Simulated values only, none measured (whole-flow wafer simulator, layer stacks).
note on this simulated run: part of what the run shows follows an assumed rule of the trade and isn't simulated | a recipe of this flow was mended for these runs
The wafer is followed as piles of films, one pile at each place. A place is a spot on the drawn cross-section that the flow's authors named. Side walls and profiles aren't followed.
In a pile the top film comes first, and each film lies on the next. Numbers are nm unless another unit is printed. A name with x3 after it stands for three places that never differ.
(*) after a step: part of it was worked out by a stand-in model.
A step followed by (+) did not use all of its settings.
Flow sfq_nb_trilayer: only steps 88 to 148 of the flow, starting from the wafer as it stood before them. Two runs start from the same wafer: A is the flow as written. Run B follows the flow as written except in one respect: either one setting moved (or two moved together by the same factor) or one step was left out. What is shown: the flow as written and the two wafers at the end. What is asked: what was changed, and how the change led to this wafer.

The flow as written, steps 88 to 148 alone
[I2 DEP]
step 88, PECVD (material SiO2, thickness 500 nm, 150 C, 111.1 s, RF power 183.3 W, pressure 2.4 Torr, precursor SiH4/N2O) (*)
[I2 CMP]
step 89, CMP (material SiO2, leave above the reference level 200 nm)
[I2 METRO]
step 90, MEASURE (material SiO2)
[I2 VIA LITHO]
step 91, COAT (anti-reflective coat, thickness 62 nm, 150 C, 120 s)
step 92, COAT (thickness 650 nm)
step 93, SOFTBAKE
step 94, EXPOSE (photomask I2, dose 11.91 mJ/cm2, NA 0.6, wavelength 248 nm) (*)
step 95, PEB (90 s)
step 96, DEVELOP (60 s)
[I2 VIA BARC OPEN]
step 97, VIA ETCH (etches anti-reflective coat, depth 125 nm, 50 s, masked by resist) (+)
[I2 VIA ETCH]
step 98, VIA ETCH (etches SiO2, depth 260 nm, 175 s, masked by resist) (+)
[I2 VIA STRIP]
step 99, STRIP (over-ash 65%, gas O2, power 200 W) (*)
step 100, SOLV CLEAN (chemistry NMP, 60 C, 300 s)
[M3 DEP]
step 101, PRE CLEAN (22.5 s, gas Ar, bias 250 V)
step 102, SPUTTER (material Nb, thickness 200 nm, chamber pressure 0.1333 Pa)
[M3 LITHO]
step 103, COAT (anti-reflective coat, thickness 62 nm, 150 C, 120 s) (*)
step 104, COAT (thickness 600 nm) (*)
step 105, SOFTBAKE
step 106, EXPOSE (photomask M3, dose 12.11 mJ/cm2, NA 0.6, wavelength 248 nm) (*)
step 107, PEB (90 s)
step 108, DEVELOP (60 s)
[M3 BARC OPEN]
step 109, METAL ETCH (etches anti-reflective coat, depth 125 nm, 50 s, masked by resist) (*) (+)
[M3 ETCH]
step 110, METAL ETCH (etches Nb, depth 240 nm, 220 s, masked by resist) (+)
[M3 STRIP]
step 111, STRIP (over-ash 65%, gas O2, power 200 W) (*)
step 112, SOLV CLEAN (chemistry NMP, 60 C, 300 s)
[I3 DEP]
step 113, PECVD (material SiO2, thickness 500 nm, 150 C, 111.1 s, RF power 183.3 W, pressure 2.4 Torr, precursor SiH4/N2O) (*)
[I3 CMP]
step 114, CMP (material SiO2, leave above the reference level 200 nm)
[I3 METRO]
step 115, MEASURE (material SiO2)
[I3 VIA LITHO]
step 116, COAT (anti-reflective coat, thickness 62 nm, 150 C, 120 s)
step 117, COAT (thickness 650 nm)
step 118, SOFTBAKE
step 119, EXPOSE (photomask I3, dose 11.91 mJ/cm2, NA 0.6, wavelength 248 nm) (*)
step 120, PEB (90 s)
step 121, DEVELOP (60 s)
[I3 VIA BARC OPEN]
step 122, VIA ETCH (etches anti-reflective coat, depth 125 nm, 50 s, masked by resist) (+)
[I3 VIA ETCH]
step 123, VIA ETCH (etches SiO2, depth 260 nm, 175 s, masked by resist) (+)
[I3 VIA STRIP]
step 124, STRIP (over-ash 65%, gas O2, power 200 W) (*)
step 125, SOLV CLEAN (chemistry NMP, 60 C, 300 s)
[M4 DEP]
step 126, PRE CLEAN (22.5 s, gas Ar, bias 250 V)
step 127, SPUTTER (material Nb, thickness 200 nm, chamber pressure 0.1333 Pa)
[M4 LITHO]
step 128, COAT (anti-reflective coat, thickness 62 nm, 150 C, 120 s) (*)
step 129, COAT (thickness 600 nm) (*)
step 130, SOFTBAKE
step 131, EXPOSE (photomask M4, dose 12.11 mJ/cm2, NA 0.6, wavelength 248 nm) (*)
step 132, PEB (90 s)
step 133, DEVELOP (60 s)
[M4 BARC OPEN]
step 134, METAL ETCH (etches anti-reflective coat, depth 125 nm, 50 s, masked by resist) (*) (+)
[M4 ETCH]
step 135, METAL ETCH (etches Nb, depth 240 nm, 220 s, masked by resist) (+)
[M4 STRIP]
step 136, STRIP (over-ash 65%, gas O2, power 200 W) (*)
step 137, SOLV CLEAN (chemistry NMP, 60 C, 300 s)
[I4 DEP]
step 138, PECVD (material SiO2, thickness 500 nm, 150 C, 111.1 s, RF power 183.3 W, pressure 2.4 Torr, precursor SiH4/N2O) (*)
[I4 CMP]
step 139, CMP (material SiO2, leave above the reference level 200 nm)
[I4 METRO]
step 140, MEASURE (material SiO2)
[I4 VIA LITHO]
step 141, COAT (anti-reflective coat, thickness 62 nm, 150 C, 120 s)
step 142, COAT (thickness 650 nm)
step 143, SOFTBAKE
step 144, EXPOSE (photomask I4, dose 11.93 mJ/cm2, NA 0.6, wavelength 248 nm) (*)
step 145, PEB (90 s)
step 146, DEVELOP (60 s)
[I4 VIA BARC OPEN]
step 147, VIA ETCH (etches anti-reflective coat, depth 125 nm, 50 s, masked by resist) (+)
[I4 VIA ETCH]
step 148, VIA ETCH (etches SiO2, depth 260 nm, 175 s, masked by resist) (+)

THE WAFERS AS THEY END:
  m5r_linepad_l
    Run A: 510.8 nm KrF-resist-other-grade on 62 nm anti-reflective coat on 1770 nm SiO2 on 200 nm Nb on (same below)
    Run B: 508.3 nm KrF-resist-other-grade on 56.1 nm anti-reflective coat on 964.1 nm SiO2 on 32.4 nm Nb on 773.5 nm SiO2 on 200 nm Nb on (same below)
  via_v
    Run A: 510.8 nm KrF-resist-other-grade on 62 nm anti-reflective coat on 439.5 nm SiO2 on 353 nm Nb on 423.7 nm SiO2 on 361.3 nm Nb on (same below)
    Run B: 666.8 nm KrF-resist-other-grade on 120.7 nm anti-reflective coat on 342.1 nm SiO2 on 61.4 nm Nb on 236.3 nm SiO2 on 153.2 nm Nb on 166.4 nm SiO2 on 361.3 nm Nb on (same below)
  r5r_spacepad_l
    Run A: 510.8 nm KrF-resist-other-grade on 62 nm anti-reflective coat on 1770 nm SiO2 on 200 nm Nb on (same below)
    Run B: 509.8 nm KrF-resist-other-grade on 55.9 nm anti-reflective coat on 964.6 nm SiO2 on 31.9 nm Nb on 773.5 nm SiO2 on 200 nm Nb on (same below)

The reason: step 88, PECVD: thickness 200 nm was run, though the flow has thickness 500 nm; step 88, PECVD: 44.44 s was run, where the flow has 111.1 s.

Step by step, how the change led to this:
  step 88, PECVD (material SiO2, thickness 500 nm, 150 C, 111.1 s, RF power 183.3 W, pressure 2.4 Torr, precursor SiH4/N2O) (*)
      field_l, be, be_sur and 81 more: A +500 SiO2 | B +200 SiO2
      v_sur, via_wl, via_w and 18 more: A +500 SiO2 (new film) | B +200 SiO2 (new film)
      (also at 1 further place)
  step 89, CMP (material SiO2, leave above the reference level 200 nm)
      field_l, be, be_sur and 81 more: A -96 SiO2 | B nothing
      v_sur, via_wl, via_w and 18 more: A -300 SiO2 | B nothing
      (also at 1 further place)
  step 91, COAT (anti-reflective coat, thickness 62 nm, 150 C, 120 s)
      m0r_line_l x3, m0r_line_r x3: A +62 anti-reflective coat (new film) | B +24.1 anti-reflective coat (new film)
      m0r_space_l, m0r_space_r, m6r_space_l x2, m6r_space_r x2: A +62 anti-reflective coat (new film) | B +100.4 anti-reflective coat (new film)
      (also at 88 further places)
  step 92, COAT (thickness 650 nm)
      m0r_line_l x3, m0r_line_r x3: A +650 KrF-resist-other-grade (new film) | B +726 KrF-resist-other-grade (new film)
      moat, field_r, lsp_l, p4_fl: A +650 KrF-resist-other-grade (new film) | B +664.9 KrF-resist-other-grade (new film)
      (also at 70 further places)
  step 96, DEVELOP (60 s)
      via_w: A -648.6 KrF-resist-other-grade (all of it) | B -579.2 KrF-resist-other-grade (all of it)
  step 97, VIA ETCH (etches anti-reflective coat, depth 125 nm, 50 s, masked by resist) (+)
      via_w: A -62 anti-reflective coat (all of it), -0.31 SiO2 | B -56.1 anti-reflective coat (all of it), -0.34 SiO2
  step 99, STRIP (over-ash 65%, gas O2, power 200 W) (*)
      m0r_line_l x3, m0r_line_r x3: A -510.8 KrF-resist-other-grade (all of it), -62 anti-reflective coat (all of it) | B -586.6 KrF-resist-other-grade (all of it), -24.1 anti-reflective coat (all of it)
      m0r_space_l, m0r_space_r, m6r_space_l x2, m6r_space_r x2: A -510.8 KrF-resist-other-grade (all of it), -62 anti-reflective coat (all of it) | B -523.7 KrF-resist-other-grade (all of it), -100.4 anti-reflective coat (all of it)
      (also at 89 further places)
  step 102, SPUTTER (material Nb, thickness 200 nm, chamber pressure 0.1333 Pa)
      via_v: A +200 Nb (new film) | B +153.2 Nb (new film)
  step 103, COAT (anti-reflective coat, thickness 62 nm, 150 C, 120 s) (*)
      wl_g_sr, m0r_space_l, m0r_space_r, m6r_space_l x2, m6r_space_r x2: A +62 anti-reflective coat (new film) | B +100.6 anti-reflective coat (new film)
      m0r_line_l x3, m0r_line_r x3: A +62 anti-reflective coat (new film) | B +24.3 anti-reflective coat (new film)
      (also at 83 further places)
  step 104, COAT (thickness 600 nm) (*)
      m0r_line_l x3, m0r_line_r x3: A +600 KrF-resist-other-grade (new film) | B +674.6 KrF-resist-other-grade (new film)
      m0r_space_l, m0r_space_r, m6r_space_l x2, m6r_space_r x2: A +600 KrF-resist-other-grade (new film) | B +612.6 KrF-resist-other-grade (new film)
      (also at 74 further places)
  step 108, DEVELOP (60 s)
      m0r_line_l x3, m0r_line_r x3: A -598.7 KrF-resist-other-grade (all of it) | B -673.2 KrF-resist-other-grade (all of it)
      m0r_space_l, m0r_space_r, m6r_space_l x2, m6r_space_r x2: A -598.7 KrF-resist-other-grade (all of it) | B -611.4 KrF-resist-other-grade (all of it)
      (also at 51 further places)
  step 109, METAL ETCH (etches anti-reflective coat, depth 125 nm, 50 s, masked by resist) (*) (+)
      m5r_linepad_l, m5r_linepad_r, r5r_line_l, r5r_spacepad_l, r5r_spacepad_r, m8r_pad_l, m8r_pad_r: A -62 anti-reflective coat (all of it) | B -125 anti-reflective coat
      wl_g_sr, m0r_space_l, m0r_space_r, m6r_space_l x2, m6r_space_r x2: A -62 anti-reflective coat (all of it) | B -100.6 anti-reflective coat (all of it)
      (also at 54 further places)
  step 110, METAL ETCH (etches Nb, depth 240 nm, 220 s, masked by resist) (+)
      m5r_linepad_l, m5r_linepad_r: A -200 Nb (all of it), -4 SiO2 | B -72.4 anti-reflective coat (all of it), -167.6 Nb
      r5r_spacepad_l, r5r_spacepad_r: A -200 Nb (all of it), -4 SiO2 | B -71.9 anti-reflective coat (all of it), -168.1 Nb
      (also at 3 further places)
  step 111, STRIP (over-ash 65%, gas O2, power 200 W) (*)
      v_sur: A -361 KrF-resist-other-grade (all of it), -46 anti-reflective coat (all of it) | B -277 KrF-resist-other-grade (all of it), -37 anti-reflective coat (all of it)
      via_wl: A -381.1 KrF-resist-other-grade (all of it), -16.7 anti-reflective coat (all of it) | B -292 KrF-resist-other-grade (all of it), -24 anti-reflective coat (all of it)
      (also at 27 further places)
  step 113, PECVD (material SiO2, thickness 500 nm, 150 C, 111.1 s, RF power 183.3 W, pressure 2.4 Torr, precursor SiH4/N2O) (*)
      m5r_linepad_l, m5r_linepad_r, r5r_spacepad_l, r5r_spacepad_r, m8r_pad_l, m8r_pad_r: A +500 SiO2 | B +500 SiO2 (new film)
      via_v: A +500 SiO2 (new film) | B +661.2 SiO2 (new film)
  step 114, CMP (material SiO2, leave above the reference level 200 nm)
      field_l, be, be_sur and 64 more: A -96 SiO2 | B nothing
      p4_g1, p4_g2, p3_s0, p3_s1, p3_s2, p3_s3, p3_s4, p3_s5: A -157.1 SiO2 | B nothing
      (also at 10 further places)
  ... 18 further steps ...
  step 147, VIA ETCH (etches anti-reflective coat, depth 125 nm, 50 s, masked by resist) (+)
      via_wl: A -62 anti-reflective coat (all of it), -0.31 SiO2 | B -65.2 anti-reflective coat (all of it), -0.3 SiO2
      via_w: A -62 anti-reflective coat (all of it), -0.31 SiO2 | B -69.2 anti-reflective coat (all of it), -0.28 SiO2
      (also at 1 further place)
If metal films that touch count as one body, m5r_linepad_l has 2 bodies (between them, from the top down: SiO2 773.5); the flow as written gives 1 body.
If metal films that touch count as one body, via_v has 4 bodies (between them, from the top down: SiO2 236.3; SiO2 166.4; SiO2 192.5); the flow as written gives 3 bodies (between them, from the top down: SiO2 423.7; SiO2 192.5).
If metal films that touch count as one body, r5r_spacepad_l has 2 bodies (between them, from the top down: SiO2 773.5); the flow as written gives 1 body.
